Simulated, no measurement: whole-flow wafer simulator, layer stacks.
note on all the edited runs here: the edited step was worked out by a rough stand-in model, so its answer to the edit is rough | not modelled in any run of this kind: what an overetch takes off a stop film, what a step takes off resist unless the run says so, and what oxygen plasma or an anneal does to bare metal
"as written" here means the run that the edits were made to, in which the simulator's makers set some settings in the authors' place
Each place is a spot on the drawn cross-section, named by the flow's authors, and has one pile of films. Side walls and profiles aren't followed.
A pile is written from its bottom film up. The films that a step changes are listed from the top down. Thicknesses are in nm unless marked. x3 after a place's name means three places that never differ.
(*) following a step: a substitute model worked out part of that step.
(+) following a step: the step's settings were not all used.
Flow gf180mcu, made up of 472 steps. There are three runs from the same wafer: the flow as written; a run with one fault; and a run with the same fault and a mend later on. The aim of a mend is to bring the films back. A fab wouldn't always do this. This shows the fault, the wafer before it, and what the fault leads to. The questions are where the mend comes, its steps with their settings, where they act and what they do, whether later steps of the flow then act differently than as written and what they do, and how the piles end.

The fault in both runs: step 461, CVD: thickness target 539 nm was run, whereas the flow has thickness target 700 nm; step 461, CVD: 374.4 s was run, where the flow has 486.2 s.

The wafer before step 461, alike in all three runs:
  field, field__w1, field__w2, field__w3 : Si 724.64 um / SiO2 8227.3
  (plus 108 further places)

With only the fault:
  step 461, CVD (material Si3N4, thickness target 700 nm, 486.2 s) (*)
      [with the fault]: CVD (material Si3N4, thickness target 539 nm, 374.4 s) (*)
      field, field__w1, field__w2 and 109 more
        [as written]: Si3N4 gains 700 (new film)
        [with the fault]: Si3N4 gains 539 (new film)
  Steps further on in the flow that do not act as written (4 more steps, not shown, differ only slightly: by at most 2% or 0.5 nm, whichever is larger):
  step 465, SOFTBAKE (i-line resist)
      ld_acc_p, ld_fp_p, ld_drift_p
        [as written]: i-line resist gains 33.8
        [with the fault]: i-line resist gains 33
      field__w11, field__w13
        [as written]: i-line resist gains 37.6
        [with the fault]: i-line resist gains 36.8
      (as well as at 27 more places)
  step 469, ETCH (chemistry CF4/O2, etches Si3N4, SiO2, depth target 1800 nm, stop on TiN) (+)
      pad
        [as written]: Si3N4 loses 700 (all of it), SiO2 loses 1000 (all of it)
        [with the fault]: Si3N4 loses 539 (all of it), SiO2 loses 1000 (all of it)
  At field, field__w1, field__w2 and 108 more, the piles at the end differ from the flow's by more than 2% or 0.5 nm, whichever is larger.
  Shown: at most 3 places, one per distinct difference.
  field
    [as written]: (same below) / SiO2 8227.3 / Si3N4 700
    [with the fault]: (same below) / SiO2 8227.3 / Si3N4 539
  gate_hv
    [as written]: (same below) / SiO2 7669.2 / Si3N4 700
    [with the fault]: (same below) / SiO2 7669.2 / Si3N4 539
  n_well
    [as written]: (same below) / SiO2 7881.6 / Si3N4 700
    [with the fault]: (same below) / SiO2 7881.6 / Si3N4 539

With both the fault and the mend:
  After step 468 comes the mend.
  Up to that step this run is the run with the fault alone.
  step 468a, STRIP (chemistry O2/N2, power 2160 W, pressure 1700 mTorr) (*)
      iso_ptap_pw, iso_ntap_nw, iso_nw_fld and 33 more
        i-line resist loses 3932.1 (all of it)
      p_well, sti, spacer, sd_n, mim_1p0, dice_street
        i-line resist loses 3938.2 (all of it)
      field__w2, field__w3, field__w12
        i-line resist loses 3985.5 (all of it)
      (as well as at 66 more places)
  step 468b, CVD (material Si3N4, thickness target 161 nm, 111.8 s) (*) (the flow's step 461 again, with other settings)
      field, field__w1, field__w2 and 109 more
        Si3N4 gains 161.1
  step 468c, HMDS (120 C, 60 s) (the flow's step 463 again)
      leaves every film unchanged at each place that is followed
  step 468d, COAT (i-line resist, thickness 4000 nm) (*) (the flow's step 464 again)
      iso_ptap_pw, iso_ntap_nw, iso_nw_fld and 33 more
        i-line resist gains 4000 (new film)
      field__w9, field__w13, sd_p_hv, gate_p_hv, nplus_u, npoly_u
        i-line resist gains 4017 (new film)
      p_well, sti, spacer, sd_n, mim_1p0, dice_street
        i-line resist gains 4006.3 (new film)
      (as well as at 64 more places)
  step 468e, SOFTBAKE (i-line resist) (the flow's step 465 again)
      ld_acc_p, ld_fp_p, ld_drift_p
        i-line resist gains 33.8
      field__w2, field_sub__w4
        i-line resist gains 33.4
      field__w11, field__w13
        i-line resist gains 37.6
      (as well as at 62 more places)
  step 468f, EXPOSE (photomask Pad) (the flow's step 466 again)
      leaves every film unchanged at each place that is followed
  step 468g, PEB (i-line resist, 115 C, 93.9 s) (the flow's step 467 again)
      iso_ptap_pw, iso_ntap_nw, iso_nw_fld and 33 more
        i-line resist loses 67.9
      field, field__w2, field__w3 and 25 more
        i-line resist loses 68.8
      field_sub, field_sub__w1, field_sub__w2 and 23 more
        i-line resist loses 68.7
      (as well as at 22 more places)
  step 468h, DEVELOP (thickness 4000 nm) (*) (the flow's step 468 again)
      field__w5, field__w7, field__w13 and 13 more
        i-line resist loses 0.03
      pad
        i-line resist loses 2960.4 (all of it)
  Later steps of the flow that are run all act as written at every place that is followed, up to a difference of at most 2% or 0.5 nm, whichever is larger.
  The piles end only slightly different from the flow's at the places that both follow, by no more than 2% or 0.5 nm, whichever is larger.
